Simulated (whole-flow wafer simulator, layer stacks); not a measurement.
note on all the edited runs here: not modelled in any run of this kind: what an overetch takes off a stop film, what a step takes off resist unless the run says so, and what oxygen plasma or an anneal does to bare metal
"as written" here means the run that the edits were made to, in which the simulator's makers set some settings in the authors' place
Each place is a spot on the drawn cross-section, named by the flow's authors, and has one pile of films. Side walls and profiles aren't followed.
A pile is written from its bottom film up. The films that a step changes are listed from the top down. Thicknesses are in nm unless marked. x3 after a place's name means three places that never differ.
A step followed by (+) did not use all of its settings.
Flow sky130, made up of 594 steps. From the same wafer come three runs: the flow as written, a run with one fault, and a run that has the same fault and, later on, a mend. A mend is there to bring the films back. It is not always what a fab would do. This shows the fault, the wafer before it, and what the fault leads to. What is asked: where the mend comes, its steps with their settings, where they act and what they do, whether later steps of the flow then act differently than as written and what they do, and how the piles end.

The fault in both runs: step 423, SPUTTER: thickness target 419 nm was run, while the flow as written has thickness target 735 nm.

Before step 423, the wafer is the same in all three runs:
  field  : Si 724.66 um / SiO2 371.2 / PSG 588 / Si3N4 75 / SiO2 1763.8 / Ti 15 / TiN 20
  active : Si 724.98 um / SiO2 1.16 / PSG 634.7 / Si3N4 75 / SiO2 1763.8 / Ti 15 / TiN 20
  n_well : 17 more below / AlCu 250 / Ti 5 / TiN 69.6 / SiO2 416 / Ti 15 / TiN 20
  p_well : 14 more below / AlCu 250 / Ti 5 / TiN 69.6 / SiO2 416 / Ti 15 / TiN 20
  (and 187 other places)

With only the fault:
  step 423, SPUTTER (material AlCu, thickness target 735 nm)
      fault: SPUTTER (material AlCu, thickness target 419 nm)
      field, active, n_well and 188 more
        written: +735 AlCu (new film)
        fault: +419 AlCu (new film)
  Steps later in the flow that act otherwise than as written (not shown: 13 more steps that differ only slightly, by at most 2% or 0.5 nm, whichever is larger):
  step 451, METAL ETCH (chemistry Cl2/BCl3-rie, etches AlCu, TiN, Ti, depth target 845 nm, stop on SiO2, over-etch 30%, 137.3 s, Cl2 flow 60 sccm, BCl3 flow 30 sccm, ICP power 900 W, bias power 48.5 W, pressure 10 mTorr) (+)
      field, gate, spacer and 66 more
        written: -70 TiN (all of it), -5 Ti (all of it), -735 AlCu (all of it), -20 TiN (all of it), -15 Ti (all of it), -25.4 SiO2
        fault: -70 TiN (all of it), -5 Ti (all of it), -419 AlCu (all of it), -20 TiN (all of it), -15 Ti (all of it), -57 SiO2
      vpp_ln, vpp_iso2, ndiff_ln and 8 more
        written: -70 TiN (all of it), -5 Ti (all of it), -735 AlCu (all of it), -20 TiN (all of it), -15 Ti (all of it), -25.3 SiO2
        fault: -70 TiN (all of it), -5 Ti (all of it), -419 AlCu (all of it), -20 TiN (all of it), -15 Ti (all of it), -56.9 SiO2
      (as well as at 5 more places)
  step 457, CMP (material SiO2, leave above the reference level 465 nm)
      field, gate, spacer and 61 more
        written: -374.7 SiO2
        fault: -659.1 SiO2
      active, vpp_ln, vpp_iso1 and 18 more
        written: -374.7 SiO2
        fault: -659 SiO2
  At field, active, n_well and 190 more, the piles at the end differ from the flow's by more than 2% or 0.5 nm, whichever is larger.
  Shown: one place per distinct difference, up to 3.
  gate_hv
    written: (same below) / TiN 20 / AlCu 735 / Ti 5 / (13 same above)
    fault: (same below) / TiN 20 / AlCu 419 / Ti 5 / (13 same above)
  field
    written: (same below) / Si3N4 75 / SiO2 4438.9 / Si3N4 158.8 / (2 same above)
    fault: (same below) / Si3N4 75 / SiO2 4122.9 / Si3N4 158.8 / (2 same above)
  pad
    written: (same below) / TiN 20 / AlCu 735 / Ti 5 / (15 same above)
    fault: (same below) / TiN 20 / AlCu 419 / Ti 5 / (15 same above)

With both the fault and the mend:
  The mend follows step 423.
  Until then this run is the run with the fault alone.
  step 423a, SPUTTER (material AlCu, thickness target 316 nm) (a further turn of the flow's step 423, with different settings)
      field, active, n_well and 188 more
        +316 AlCu
  Every later step of the flow that is run acts as written at every place that is followed.
  The piles end the same as the flow's at every place that both follow.
